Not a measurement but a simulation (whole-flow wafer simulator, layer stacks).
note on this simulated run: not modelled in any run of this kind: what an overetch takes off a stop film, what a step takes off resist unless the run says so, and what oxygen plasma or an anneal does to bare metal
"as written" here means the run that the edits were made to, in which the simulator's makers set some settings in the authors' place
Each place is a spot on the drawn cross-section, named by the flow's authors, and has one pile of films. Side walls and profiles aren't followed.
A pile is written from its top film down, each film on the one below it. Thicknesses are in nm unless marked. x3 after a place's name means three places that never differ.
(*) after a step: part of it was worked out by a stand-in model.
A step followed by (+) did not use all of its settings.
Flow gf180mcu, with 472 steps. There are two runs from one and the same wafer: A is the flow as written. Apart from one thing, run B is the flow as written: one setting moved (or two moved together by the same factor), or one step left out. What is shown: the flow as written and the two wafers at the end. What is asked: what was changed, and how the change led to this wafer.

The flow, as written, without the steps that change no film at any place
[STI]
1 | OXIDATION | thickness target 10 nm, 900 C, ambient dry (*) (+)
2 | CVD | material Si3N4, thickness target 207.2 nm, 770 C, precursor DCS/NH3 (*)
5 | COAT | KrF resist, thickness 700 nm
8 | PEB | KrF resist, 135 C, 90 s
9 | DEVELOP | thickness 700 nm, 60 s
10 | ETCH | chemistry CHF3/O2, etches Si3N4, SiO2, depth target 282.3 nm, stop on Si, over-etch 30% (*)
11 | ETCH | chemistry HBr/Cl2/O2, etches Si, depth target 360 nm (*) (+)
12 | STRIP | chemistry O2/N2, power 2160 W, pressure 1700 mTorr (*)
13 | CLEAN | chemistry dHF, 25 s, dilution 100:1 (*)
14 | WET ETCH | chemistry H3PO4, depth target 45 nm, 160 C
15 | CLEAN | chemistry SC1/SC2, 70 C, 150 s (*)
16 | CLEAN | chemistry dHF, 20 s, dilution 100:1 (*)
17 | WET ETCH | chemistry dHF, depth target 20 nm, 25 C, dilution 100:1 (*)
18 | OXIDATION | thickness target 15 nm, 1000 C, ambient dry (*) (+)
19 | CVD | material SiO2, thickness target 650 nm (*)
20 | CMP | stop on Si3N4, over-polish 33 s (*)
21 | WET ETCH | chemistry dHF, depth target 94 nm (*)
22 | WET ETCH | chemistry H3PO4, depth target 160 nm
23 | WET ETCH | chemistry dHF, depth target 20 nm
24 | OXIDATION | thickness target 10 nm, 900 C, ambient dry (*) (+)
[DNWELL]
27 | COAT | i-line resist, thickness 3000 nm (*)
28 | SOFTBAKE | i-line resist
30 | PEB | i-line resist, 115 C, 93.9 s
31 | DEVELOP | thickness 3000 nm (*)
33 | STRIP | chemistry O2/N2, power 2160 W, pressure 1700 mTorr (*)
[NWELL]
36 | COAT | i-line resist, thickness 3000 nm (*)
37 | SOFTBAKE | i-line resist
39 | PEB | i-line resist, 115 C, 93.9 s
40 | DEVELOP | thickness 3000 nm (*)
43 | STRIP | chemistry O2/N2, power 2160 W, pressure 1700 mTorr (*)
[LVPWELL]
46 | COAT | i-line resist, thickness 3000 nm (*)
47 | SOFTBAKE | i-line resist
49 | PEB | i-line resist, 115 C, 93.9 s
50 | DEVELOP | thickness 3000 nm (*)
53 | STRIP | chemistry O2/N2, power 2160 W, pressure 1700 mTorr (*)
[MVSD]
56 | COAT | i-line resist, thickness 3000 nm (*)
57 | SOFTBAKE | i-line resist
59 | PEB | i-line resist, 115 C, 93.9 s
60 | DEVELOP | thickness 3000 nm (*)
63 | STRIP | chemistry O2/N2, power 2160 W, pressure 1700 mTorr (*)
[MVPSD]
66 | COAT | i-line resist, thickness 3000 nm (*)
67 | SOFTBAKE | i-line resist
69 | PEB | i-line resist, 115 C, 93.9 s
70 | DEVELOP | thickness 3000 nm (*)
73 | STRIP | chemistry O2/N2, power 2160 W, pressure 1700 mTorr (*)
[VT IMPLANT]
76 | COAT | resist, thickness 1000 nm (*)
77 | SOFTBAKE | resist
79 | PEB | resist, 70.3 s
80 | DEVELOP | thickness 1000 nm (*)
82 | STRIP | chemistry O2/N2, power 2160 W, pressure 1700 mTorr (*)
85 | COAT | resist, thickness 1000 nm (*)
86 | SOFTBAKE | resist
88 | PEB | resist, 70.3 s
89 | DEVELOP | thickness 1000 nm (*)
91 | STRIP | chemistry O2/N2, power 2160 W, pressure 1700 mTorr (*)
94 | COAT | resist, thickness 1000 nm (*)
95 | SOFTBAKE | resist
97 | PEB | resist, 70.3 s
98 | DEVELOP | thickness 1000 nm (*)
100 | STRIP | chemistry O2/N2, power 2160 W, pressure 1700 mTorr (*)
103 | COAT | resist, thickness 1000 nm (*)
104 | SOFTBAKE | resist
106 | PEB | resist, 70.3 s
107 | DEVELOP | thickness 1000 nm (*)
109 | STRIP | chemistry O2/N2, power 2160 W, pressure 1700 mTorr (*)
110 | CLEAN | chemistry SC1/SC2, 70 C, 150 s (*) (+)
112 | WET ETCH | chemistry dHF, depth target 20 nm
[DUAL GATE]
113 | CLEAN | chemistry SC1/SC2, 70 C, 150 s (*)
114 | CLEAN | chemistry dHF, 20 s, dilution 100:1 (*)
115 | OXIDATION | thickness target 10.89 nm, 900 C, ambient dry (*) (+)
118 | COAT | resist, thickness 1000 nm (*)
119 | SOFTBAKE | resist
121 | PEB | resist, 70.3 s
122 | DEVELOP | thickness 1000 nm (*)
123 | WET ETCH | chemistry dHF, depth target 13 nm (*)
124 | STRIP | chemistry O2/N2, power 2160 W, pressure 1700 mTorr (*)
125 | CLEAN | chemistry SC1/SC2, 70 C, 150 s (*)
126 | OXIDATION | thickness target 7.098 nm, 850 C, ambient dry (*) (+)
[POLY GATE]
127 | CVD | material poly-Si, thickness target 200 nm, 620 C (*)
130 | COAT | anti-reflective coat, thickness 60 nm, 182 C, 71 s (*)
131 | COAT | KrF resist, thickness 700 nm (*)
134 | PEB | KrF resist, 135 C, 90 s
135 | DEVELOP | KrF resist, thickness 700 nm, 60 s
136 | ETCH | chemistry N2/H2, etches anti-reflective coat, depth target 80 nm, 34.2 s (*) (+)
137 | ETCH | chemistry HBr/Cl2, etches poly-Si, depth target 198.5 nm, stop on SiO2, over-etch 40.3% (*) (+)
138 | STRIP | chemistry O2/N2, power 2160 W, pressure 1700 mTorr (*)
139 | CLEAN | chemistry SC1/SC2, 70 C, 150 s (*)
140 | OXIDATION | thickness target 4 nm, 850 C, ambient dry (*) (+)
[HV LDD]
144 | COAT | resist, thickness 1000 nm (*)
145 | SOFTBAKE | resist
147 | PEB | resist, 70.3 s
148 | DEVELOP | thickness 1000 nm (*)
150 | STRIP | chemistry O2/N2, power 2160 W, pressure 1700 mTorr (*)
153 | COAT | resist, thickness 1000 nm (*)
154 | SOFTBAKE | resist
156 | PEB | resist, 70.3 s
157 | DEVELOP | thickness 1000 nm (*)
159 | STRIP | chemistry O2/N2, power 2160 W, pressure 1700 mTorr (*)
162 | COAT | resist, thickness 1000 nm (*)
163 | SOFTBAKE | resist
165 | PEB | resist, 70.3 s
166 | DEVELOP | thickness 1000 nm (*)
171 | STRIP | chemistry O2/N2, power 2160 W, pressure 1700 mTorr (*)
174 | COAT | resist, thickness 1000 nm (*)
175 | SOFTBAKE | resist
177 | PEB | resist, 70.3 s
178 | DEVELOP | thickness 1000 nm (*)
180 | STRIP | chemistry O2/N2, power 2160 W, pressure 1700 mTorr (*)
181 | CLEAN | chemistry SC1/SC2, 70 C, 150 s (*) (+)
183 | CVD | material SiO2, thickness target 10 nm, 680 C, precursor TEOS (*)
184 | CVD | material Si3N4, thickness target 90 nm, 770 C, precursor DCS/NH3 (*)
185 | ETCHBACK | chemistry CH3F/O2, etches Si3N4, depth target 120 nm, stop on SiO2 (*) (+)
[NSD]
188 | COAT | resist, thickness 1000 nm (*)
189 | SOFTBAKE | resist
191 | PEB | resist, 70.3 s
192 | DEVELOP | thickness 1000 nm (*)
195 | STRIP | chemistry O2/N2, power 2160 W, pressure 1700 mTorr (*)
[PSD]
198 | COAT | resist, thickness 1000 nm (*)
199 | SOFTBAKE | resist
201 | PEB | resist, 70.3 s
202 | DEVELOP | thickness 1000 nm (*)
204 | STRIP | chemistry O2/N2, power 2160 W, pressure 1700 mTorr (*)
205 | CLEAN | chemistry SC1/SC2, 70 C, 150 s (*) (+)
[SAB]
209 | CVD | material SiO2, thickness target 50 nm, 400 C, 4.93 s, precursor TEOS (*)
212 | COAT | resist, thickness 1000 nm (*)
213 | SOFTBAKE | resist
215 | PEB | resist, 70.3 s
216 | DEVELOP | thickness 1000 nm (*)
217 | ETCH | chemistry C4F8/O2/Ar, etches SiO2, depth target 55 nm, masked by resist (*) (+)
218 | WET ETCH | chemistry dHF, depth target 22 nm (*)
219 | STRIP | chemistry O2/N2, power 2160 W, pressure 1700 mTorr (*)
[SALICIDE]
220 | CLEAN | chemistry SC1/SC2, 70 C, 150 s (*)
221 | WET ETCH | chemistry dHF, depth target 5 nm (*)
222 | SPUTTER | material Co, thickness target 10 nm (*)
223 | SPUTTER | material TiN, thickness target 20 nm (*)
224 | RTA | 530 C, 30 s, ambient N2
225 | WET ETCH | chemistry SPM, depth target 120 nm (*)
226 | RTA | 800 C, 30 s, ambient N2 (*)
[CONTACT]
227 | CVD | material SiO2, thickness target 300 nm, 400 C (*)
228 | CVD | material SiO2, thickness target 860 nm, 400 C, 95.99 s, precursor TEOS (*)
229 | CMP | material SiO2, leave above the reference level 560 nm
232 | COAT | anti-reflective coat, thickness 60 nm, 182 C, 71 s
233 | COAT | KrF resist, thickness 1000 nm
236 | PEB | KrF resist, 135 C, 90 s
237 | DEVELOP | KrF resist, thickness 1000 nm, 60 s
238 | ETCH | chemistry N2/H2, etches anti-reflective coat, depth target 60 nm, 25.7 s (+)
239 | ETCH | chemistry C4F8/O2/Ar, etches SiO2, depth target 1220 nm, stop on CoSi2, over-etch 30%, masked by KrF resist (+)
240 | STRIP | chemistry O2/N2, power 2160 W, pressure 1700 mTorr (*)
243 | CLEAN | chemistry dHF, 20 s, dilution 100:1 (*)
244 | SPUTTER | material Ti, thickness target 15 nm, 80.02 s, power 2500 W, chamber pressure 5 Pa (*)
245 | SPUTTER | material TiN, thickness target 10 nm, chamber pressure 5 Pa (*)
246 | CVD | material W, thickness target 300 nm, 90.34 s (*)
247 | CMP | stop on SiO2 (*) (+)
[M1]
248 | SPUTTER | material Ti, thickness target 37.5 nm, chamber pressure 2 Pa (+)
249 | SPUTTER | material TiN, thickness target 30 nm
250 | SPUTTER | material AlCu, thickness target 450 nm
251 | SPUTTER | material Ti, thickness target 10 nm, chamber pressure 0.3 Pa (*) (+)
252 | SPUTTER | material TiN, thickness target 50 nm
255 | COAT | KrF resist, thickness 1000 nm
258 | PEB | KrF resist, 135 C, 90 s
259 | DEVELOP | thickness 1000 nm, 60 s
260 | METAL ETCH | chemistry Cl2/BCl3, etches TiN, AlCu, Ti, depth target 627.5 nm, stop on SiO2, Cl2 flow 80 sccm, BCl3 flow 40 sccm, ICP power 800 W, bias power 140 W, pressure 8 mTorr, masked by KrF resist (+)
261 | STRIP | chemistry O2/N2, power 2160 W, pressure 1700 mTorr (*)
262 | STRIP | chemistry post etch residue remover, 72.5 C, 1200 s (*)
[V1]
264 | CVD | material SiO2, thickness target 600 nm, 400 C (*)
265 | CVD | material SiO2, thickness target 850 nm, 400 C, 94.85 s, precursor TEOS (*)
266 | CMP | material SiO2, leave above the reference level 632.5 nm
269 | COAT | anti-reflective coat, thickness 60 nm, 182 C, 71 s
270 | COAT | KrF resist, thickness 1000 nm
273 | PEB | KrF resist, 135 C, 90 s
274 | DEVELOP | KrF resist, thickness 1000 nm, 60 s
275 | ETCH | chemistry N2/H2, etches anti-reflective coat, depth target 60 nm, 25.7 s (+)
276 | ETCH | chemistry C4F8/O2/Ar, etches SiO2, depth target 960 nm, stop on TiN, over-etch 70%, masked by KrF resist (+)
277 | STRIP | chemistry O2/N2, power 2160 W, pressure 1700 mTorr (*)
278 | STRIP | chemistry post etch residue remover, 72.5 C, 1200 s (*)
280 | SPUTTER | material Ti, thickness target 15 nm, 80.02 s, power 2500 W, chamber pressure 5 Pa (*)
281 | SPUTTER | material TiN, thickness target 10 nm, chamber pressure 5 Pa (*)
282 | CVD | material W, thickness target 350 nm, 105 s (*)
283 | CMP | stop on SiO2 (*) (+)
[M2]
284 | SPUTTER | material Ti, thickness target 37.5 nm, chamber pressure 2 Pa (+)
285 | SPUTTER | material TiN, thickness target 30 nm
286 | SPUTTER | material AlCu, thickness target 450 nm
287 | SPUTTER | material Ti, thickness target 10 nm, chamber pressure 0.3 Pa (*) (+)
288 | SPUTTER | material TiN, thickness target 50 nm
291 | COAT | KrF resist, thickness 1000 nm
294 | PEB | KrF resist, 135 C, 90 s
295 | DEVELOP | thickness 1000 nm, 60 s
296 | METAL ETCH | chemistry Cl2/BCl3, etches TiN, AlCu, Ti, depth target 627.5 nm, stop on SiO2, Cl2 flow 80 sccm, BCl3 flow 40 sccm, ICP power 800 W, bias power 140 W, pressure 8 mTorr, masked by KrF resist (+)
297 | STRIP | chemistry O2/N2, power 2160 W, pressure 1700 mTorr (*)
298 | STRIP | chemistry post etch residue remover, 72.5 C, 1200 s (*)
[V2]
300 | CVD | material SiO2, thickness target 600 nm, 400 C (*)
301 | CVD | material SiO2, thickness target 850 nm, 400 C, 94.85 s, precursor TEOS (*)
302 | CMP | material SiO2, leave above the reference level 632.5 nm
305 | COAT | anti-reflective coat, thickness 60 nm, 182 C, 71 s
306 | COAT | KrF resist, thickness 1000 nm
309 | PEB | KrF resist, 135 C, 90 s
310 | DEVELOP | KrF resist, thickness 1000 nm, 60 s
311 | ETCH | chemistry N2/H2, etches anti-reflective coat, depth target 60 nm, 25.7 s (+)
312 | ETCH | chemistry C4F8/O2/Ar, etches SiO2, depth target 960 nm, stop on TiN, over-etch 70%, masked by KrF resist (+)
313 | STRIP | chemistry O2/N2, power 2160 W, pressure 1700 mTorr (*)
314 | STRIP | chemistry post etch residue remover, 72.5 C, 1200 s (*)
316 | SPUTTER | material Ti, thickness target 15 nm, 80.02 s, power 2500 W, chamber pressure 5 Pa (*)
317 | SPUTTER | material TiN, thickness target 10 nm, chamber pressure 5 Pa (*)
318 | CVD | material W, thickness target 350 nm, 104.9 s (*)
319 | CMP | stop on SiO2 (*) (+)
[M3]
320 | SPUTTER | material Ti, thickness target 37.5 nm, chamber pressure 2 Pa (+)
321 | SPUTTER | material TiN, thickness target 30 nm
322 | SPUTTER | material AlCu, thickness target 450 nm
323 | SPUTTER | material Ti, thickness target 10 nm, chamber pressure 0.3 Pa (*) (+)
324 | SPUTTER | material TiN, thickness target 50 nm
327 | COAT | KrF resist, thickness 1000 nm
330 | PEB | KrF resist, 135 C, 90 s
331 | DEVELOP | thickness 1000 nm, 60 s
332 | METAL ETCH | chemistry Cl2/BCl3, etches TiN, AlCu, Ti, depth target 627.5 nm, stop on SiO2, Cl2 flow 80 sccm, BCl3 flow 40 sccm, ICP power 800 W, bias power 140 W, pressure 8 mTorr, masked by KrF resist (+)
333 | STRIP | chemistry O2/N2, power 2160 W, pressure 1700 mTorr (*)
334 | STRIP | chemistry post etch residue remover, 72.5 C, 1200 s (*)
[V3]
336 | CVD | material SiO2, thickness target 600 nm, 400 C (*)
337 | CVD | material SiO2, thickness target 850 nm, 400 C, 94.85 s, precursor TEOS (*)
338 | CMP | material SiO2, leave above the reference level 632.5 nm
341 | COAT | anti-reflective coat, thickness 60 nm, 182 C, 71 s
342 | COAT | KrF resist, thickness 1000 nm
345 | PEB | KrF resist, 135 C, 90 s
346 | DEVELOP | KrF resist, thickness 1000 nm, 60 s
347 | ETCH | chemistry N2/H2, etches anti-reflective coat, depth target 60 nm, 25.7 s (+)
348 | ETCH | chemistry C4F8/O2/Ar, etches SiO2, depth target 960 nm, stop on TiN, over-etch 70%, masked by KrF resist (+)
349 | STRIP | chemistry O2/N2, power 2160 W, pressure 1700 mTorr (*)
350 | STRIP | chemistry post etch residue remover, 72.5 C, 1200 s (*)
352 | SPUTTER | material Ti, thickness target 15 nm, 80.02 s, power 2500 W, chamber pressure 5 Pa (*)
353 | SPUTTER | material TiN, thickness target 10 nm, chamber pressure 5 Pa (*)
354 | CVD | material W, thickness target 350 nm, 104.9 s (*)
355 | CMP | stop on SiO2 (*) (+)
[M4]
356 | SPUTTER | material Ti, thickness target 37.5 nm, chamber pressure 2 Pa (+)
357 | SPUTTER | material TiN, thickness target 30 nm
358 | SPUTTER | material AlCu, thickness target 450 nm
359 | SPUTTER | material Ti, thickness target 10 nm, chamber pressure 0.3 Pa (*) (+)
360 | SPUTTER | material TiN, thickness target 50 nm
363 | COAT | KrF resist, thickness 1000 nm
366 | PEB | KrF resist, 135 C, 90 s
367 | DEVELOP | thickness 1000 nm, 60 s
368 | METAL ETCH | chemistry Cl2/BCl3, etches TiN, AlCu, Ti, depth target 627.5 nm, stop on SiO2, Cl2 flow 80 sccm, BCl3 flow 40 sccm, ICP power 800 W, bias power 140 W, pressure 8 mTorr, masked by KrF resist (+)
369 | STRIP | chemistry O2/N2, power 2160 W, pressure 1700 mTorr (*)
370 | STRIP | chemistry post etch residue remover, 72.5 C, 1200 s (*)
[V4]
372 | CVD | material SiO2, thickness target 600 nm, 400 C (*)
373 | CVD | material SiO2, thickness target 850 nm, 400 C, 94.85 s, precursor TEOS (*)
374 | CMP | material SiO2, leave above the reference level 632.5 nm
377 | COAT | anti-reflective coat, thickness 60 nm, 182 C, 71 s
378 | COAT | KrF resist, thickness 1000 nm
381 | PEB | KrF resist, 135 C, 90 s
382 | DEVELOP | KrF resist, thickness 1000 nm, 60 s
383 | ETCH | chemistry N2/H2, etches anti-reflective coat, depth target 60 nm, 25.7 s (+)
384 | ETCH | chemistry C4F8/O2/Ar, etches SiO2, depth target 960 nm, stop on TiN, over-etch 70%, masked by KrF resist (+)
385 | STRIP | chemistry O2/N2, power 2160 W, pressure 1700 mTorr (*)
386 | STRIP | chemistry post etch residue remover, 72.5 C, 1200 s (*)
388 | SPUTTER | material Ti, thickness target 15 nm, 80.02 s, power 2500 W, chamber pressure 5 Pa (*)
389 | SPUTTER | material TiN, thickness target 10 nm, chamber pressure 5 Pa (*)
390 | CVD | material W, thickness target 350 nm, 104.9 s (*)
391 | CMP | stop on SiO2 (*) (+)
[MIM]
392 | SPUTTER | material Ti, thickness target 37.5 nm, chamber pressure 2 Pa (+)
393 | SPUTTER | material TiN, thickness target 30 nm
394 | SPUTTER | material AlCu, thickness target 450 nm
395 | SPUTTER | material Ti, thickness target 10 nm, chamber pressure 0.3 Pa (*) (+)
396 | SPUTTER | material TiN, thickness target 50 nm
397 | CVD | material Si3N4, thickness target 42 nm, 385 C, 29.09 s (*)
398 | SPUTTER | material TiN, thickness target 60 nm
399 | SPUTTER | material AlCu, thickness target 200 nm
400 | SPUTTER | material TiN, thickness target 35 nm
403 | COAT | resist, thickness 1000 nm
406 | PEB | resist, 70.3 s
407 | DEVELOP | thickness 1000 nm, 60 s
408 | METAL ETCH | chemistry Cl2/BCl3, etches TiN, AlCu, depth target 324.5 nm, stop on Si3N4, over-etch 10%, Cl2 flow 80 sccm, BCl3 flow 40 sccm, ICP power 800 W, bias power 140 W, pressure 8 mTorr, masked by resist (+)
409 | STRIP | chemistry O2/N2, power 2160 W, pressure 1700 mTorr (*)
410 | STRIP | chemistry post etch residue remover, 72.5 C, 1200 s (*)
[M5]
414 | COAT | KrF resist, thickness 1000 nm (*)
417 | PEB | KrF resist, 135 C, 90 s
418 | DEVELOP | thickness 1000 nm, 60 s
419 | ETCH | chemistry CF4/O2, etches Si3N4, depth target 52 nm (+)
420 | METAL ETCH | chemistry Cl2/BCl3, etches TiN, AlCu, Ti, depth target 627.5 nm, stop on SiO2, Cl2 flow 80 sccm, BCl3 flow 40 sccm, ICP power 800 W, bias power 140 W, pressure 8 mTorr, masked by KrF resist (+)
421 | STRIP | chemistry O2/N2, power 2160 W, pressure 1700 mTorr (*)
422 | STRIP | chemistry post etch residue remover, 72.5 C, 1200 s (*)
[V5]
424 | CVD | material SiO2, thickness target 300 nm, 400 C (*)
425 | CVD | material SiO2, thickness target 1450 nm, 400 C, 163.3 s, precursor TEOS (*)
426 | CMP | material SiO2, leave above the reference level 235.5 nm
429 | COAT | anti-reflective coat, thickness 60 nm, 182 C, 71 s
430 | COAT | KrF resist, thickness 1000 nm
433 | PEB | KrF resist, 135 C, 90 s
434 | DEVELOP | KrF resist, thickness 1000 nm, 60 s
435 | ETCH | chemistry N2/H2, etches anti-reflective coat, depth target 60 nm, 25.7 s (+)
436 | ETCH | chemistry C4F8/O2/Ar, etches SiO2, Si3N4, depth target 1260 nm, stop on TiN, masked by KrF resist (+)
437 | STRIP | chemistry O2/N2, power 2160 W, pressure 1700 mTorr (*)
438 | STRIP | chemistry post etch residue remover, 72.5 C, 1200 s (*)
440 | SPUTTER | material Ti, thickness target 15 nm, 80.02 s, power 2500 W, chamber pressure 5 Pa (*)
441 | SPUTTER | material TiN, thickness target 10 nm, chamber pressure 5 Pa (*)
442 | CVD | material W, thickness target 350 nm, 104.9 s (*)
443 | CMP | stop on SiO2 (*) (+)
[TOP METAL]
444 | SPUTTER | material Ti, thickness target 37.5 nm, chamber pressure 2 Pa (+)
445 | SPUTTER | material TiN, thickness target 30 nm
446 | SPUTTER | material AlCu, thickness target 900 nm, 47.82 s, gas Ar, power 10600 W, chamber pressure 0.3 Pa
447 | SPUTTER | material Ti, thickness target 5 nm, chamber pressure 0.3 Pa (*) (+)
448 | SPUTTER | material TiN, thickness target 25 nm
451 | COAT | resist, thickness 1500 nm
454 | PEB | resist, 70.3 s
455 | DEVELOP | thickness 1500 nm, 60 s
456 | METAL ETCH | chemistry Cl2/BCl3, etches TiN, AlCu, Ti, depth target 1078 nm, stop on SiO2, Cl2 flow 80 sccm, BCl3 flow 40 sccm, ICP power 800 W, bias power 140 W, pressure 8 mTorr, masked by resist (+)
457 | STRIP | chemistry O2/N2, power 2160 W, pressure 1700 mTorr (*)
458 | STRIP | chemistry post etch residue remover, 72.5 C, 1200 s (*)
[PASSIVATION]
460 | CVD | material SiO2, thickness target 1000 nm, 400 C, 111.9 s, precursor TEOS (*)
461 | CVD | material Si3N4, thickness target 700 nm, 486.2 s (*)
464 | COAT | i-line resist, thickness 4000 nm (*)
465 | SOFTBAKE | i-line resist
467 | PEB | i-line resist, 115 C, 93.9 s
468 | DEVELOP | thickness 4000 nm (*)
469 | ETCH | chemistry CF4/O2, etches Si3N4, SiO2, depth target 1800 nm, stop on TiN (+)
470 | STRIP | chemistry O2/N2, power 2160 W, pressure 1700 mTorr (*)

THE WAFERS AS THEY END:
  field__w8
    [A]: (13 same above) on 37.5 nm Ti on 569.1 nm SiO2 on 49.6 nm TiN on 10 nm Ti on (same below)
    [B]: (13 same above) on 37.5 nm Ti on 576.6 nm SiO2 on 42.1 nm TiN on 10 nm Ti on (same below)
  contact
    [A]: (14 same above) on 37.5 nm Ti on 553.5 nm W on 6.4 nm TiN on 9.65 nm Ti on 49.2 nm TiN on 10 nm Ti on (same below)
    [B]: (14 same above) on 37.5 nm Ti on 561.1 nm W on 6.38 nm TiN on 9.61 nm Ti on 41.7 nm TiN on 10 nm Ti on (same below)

What caused this: step 360, SPUTTER: thickness target 42.5 nm was run, though the flow has thickness target 50 nm.

How this came from the change, step by step:
  360 | SPUTTER | material TiN, thickness target 50 nm
      field, field__w1, field__w2 and 108 more: A TiN gains 50 (new film) | B TiN gains 42.5 (new film)
  368 | METAL ETCH | chemistry Cl2/BCl3, etches TiN, AlCu, Ti, depth target 627.5 nm, stop on SiO2, Cl2 flow 80 sccm, BCl3 flow 40 sccm, ICP power 800 W, bias power 140 W, pressure 8 mTorr, masked by KrF resist (+)
      field, field__w1, field__w2 and 103 more: A TiN loses 50 (all of it), Ti loses 10 (all of it), AlCu loses 450 (all of it), TiN loses 30 (all of it), Ti loses 37.5 (all of it) | B TiN loses 42.5 (all of it), Ti loses 10 (all of it), AlCu loses 450 (all of it), TiN loses 30 (all of it), Ti loses 37.5 (all of it)
